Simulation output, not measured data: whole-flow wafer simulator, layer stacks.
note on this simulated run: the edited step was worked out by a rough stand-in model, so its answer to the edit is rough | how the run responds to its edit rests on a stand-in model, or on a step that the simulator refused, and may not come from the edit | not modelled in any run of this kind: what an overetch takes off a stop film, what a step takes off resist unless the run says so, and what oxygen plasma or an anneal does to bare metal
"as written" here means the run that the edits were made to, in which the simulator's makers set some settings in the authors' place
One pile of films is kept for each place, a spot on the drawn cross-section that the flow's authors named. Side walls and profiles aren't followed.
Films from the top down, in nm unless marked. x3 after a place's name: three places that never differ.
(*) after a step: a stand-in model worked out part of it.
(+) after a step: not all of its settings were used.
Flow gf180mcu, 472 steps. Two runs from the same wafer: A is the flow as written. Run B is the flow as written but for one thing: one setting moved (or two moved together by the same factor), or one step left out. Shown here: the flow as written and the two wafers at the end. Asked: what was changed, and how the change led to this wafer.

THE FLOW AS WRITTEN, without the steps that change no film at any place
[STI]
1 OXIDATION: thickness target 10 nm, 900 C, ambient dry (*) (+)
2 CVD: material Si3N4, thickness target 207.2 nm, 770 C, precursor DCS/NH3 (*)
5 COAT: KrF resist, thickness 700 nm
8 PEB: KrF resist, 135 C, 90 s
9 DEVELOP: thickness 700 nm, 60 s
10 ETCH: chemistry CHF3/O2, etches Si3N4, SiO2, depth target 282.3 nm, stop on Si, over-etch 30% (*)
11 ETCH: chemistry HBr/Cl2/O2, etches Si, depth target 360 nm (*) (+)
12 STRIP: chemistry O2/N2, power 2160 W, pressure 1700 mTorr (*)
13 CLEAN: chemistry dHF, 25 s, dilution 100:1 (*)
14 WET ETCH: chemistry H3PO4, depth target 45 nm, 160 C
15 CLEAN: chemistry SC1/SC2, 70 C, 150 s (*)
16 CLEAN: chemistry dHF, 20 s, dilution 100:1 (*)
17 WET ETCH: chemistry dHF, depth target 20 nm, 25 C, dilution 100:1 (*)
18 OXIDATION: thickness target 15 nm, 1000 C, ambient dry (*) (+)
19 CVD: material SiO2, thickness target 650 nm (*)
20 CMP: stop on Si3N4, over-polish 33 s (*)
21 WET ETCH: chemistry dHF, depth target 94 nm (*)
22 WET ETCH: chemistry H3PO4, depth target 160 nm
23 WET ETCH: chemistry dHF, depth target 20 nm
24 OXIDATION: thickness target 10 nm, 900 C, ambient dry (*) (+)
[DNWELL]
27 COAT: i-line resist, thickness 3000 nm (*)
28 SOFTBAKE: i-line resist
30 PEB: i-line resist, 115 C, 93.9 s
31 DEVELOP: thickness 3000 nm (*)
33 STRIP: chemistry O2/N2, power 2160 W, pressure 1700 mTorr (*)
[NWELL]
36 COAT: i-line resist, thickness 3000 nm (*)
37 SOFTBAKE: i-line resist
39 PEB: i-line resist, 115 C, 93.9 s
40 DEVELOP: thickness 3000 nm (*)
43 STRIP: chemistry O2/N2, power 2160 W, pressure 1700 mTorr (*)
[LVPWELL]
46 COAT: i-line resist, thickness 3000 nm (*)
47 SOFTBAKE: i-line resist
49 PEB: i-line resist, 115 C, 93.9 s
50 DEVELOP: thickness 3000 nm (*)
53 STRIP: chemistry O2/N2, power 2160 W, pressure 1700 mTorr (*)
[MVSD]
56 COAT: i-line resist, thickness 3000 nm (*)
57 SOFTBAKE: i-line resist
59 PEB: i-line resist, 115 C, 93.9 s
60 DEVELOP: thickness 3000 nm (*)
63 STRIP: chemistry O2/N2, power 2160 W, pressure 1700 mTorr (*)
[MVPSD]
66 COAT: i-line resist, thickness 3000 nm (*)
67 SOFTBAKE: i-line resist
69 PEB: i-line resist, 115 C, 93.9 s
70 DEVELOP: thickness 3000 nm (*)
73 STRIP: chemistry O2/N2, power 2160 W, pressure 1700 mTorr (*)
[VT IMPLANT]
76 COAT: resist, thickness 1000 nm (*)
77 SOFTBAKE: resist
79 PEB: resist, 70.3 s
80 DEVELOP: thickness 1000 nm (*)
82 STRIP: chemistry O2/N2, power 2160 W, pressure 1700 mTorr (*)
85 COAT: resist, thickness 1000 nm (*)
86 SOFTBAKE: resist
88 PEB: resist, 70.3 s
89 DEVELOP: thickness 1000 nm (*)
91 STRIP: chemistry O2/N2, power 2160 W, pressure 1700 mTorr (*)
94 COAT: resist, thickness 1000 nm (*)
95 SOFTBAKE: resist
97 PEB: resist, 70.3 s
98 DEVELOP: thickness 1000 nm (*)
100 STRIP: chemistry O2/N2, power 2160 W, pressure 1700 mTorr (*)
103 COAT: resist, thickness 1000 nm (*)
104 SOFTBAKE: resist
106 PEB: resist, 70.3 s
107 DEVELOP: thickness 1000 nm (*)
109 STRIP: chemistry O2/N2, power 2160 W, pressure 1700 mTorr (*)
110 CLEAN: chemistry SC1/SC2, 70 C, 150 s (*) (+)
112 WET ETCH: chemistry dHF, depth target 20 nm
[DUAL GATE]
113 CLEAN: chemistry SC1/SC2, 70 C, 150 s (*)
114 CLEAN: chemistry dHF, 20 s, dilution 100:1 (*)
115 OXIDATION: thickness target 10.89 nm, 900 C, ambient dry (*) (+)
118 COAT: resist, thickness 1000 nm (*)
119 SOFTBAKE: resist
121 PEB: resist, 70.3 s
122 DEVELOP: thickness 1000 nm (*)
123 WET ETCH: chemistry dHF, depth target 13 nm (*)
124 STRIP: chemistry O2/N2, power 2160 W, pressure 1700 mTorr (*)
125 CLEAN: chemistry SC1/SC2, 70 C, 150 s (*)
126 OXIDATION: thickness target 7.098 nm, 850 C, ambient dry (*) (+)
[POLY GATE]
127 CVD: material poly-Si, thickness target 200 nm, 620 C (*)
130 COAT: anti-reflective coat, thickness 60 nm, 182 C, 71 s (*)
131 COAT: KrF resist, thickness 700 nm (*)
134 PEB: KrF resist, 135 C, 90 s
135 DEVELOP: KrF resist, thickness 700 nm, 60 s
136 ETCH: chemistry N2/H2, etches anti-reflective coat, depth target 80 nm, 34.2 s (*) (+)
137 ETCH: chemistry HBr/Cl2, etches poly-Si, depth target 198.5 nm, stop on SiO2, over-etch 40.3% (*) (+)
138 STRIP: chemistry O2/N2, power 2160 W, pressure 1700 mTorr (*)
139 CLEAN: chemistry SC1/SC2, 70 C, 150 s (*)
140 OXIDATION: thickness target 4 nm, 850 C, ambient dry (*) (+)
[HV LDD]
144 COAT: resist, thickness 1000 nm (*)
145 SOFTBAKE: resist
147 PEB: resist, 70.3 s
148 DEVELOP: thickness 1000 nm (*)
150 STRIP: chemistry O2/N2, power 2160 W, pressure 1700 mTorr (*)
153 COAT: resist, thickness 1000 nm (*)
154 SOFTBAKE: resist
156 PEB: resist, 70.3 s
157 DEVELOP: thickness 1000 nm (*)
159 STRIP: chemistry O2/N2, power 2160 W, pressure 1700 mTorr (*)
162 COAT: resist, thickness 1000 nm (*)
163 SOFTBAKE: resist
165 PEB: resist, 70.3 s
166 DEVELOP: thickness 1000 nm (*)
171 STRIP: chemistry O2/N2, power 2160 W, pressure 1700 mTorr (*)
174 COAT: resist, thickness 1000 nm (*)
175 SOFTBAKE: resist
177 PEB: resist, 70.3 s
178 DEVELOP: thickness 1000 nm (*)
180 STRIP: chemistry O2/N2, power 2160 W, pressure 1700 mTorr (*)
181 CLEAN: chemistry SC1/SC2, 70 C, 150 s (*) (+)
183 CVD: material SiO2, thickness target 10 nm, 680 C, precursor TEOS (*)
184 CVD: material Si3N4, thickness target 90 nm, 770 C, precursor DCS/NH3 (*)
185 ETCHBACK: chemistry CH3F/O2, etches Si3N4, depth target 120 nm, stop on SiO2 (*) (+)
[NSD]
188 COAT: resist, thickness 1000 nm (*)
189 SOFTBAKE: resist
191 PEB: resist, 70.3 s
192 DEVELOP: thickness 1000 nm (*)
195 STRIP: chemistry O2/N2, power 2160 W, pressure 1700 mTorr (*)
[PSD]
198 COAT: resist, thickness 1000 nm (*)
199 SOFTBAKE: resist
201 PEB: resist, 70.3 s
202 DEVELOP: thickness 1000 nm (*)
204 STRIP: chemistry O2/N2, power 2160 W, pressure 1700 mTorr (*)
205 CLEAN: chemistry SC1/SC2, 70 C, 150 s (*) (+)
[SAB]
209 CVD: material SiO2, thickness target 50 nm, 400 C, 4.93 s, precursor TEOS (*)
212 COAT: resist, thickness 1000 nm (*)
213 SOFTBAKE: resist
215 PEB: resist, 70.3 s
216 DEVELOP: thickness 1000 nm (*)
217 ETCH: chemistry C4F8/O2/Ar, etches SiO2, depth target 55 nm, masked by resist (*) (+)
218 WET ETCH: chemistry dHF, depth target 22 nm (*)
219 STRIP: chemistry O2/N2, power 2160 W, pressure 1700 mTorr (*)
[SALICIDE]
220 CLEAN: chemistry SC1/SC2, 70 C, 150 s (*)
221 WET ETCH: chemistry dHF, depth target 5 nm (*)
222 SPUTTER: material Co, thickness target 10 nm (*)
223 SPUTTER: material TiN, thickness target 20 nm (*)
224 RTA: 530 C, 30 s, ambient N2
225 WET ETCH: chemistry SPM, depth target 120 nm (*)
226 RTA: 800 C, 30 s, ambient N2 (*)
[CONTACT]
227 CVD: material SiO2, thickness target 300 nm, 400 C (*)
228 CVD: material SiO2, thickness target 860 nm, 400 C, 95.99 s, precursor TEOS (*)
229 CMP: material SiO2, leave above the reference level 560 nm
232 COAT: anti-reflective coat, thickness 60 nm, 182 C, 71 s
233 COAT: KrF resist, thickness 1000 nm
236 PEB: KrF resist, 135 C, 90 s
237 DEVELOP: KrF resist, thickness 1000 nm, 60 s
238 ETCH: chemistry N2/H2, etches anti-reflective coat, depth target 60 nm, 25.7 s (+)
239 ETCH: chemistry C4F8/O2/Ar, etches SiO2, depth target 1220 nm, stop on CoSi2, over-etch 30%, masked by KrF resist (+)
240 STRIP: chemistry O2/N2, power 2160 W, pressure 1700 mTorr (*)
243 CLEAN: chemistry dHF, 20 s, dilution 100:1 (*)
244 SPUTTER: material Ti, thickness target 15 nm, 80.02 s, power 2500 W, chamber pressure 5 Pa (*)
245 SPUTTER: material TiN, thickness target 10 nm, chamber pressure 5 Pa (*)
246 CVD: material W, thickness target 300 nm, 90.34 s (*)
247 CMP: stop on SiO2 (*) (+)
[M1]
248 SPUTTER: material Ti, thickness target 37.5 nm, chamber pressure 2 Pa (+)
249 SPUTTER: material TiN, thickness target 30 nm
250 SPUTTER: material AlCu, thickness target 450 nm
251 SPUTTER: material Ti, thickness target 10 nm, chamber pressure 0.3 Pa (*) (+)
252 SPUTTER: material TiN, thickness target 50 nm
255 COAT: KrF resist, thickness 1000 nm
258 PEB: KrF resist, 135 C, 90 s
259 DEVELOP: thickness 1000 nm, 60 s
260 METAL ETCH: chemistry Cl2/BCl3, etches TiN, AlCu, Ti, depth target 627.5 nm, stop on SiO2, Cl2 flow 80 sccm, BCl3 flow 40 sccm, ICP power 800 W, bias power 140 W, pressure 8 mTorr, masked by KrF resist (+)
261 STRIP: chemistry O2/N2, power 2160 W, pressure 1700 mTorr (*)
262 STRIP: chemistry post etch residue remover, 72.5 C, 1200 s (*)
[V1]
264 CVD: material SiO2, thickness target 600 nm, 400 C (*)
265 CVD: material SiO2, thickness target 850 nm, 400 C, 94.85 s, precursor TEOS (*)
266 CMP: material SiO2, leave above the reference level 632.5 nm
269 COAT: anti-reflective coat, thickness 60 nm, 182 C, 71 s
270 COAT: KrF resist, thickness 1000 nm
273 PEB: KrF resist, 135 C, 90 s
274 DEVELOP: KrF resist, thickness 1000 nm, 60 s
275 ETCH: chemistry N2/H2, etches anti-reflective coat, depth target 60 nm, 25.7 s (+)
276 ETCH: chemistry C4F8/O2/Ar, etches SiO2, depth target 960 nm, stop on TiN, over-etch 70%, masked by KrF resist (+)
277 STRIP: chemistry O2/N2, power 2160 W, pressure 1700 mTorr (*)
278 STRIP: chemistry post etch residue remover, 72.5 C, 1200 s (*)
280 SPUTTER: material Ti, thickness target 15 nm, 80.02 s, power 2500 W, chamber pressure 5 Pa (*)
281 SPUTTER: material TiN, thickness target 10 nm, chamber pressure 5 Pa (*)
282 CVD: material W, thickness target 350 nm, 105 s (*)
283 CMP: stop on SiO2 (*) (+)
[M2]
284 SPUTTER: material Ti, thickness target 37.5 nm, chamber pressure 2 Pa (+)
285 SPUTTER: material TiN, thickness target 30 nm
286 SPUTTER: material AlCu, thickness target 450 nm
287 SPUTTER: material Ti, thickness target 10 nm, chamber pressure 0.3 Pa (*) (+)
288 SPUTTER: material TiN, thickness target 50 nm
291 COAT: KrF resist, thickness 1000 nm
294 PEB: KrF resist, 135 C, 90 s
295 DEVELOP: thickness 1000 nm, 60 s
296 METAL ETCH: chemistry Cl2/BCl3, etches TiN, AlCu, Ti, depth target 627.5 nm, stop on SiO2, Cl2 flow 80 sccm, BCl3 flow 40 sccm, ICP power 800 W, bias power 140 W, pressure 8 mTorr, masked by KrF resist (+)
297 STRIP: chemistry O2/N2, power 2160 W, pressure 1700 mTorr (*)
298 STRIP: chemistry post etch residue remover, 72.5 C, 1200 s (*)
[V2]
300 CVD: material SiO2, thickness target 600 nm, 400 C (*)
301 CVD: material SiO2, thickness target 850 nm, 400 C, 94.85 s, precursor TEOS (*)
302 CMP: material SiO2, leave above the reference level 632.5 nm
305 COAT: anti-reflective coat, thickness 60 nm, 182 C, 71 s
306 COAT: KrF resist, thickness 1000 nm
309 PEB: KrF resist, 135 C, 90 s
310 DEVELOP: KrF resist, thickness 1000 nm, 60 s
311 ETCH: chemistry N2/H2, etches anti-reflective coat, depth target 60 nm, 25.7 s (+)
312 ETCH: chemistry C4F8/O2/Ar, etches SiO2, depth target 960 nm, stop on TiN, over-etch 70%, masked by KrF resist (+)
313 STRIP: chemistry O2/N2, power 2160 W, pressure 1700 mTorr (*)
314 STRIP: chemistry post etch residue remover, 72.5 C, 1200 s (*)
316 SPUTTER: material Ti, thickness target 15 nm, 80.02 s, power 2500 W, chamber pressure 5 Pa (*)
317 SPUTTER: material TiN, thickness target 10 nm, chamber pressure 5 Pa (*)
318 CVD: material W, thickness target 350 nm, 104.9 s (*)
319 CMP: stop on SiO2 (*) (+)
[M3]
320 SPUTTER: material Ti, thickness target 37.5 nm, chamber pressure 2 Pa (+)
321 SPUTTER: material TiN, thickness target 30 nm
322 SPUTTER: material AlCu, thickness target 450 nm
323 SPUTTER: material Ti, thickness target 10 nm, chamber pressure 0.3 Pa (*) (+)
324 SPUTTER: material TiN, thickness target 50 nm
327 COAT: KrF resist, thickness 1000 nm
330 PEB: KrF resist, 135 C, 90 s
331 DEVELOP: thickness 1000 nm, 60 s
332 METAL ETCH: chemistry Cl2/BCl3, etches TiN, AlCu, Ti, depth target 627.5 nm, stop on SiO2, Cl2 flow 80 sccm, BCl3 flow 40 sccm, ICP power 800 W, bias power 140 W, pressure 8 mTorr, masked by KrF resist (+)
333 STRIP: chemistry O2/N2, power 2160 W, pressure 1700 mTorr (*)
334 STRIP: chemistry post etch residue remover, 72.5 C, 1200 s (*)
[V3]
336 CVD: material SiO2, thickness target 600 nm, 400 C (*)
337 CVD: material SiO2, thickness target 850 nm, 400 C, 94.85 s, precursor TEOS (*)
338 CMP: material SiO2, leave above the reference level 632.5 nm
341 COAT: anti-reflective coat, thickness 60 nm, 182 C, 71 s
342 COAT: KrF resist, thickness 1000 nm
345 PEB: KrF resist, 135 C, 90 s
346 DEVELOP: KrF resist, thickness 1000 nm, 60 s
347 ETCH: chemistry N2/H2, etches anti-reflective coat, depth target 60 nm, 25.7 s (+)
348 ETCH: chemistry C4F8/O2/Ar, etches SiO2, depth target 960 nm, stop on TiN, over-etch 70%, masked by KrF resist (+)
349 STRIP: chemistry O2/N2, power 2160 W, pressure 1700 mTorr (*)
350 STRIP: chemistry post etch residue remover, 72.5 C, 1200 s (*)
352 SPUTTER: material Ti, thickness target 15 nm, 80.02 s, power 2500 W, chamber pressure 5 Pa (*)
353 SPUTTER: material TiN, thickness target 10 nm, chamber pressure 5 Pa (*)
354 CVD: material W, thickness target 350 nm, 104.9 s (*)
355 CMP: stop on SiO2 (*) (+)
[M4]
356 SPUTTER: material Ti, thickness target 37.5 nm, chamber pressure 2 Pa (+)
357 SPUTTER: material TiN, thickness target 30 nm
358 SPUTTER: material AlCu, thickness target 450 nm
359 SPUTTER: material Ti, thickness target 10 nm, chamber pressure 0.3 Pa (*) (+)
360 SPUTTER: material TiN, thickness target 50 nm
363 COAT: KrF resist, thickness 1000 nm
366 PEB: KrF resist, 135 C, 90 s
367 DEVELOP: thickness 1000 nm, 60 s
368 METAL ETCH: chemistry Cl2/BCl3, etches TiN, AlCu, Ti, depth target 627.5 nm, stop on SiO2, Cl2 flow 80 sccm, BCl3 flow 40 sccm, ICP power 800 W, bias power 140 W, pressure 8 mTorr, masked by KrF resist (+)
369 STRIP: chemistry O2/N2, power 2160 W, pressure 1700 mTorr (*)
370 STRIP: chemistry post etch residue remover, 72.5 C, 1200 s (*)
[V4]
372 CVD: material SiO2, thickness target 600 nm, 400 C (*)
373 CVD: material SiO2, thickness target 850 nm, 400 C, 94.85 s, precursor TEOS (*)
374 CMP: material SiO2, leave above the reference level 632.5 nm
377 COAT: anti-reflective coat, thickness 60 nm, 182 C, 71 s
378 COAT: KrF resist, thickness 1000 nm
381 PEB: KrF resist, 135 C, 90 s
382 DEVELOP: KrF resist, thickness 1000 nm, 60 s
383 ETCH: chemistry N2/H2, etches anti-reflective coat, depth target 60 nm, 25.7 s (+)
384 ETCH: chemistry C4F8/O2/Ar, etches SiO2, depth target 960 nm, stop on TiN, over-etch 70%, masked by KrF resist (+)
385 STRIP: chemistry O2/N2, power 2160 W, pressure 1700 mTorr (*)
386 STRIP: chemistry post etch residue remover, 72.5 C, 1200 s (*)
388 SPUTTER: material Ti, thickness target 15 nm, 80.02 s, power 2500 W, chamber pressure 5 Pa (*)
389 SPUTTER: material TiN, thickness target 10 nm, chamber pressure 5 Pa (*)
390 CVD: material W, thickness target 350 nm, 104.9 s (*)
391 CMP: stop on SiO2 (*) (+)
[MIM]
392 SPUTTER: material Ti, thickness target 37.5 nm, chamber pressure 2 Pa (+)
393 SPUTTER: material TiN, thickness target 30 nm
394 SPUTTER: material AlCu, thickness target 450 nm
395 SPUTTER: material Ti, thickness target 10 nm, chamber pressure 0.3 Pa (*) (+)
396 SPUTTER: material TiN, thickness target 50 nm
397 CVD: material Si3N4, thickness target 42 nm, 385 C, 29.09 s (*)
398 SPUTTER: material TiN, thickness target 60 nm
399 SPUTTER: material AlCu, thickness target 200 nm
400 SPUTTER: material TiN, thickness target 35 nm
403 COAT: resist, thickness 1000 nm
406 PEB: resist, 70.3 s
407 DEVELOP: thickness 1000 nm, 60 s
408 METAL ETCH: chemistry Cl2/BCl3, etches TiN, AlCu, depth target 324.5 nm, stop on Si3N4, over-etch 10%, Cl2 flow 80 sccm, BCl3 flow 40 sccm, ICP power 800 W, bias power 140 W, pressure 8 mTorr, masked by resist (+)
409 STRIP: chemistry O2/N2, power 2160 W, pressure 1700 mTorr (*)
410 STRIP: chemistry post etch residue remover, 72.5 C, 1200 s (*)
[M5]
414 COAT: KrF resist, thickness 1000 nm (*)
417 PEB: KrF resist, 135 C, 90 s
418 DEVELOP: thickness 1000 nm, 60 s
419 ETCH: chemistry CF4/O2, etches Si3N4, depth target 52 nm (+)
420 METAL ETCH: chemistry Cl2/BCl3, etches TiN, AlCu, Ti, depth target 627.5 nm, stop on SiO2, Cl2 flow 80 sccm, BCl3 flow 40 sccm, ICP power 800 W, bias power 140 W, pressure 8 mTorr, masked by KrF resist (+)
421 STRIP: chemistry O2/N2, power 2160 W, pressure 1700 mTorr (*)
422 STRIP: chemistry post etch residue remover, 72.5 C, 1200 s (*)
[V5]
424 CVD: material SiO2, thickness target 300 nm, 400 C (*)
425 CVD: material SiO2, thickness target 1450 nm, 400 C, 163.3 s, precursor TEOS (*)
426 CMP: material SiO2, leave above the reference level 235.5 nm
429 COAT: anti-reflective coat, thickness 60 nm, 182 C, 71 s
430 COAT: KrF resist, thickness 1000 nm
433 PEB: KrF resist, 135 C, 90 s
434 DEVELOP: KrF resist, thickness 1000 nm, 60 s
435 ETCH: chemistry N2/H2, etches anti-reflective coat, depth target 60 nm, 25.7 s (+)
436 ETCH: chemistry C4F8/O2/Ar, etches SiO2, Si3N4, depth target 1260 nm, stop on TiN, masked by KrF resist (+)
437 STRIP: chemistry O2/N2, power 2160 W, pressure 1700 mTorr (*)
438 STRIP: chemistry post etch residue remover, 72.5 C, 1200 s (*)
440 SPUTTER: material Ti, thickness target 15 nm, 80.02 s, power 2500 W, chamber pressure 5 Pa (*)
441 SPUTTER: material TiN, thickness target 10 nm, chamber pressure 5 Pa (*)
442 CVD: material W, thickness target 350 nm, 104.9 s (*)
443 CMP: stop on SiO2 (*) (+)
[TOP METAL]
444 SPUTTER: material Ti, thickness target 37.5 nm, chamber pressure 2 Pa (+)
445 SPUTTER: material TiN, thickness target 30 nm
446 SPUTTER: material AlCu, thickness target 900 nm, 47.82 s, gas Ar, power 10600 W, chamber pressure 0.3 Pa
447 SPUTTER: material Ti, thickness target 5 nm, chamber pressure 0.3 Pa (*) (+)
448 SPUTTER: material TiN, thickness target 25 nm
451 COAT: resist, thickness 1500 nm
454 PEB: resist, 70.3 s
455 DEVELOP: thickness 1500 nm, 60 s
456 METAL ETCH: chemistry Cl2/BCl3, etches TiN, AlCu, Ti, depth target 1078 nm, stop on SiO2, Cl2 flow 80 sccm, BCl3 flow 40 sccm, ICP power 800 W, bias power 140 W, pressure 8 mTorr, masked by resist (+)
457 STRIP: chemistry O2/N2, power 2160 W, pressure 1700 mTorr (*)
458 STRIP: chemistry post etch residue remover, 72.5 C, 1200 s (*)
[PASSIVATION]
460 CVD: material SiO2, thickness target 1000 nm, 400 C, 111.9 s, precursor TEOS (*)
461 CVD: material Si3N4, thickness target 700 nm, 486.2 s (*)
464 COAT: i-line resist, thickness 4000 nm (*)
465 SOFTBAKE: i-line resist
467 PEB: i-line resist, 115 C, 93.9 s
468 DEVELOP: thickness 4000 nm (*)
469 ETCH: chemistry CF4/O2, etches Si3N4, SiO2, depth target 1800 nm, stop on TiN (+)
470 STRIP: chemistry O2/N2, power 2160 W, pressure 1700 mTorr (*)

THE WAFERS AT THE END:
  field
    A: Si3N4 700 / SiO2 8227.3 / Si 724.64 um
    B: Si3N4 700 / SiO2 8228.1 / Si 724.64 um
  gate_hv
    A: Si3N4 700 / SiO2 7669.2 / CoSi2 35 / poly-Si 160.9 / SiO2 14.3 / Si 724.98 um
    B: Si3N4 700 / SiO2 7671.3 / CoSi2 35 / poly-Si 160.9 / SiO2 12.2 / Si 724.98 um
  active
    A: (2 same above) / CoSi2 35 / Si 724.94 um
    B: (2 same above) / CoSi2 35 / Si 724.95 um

The cause: step 126, OXIDATION: thickness target 4.614 nm was run, where the flow has thickness target 7.098 nm.

How the change led to this, step by step:
  126 OXIDATION: thickness target 7.098 nm, 850 C, ambient dry (*) (+)
      gate_hv, active_hv, active_nat and 25 more: A SiO2 +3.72, Si -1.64 | B SiO2 +1.64, Si -0.72
      active, n_well, p_well and 12 more: A SiO2 +7.1 (new film), chemical SiO2 -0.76 (all of it), Si -2.79 | B SiO2 +4.61 (new film), chemical SiO2 -0.76 (all of it), Si -1.7
  189 SOFTBAKE: resist
      field__w9: A resist +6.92 | B resist -3.07
      active_hv: A resist +2.68 | B resist -0.5
      (and at 1 more place)
  199 SOFTBAKE: resist
      field__w9: A resist +6.92 | B resist -3.07
      active_hv: A resist +2.68 | B resist -0.5
      (and at 1 more place)
  218 WET ETCH: chemistry dHF, depth target 22 nm (*)
      active, p_well, sd_n, iso_ptap_pw, iso_ntap_nw, iso_ptap_sub, vpnp_e: A SiO2 -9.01 (all of it) | B SiO2 -6.78 (all of it)
      ldn_tap, ldn_src, ldn_drn, ldp_tap, ldp_src, ldp_drn, ldp_gr: A SiO2 -16 (all of it) | B SiO2 -14 (all of it)
      (and at 9 more places)
  223 SPUTTER: material TiN, thickness target 20 nm (*)
      field__w12: A TiN +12 (new film) | B TiN +12.6 (new film)
  225 WET ETCH: chemistry SPM, depth target 120 nm (*)
      field__w12: A TiN -12 (all of it), Co -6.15 (all of it) | B TiN -12.6 (all of it), Co -6.15 (all of it)
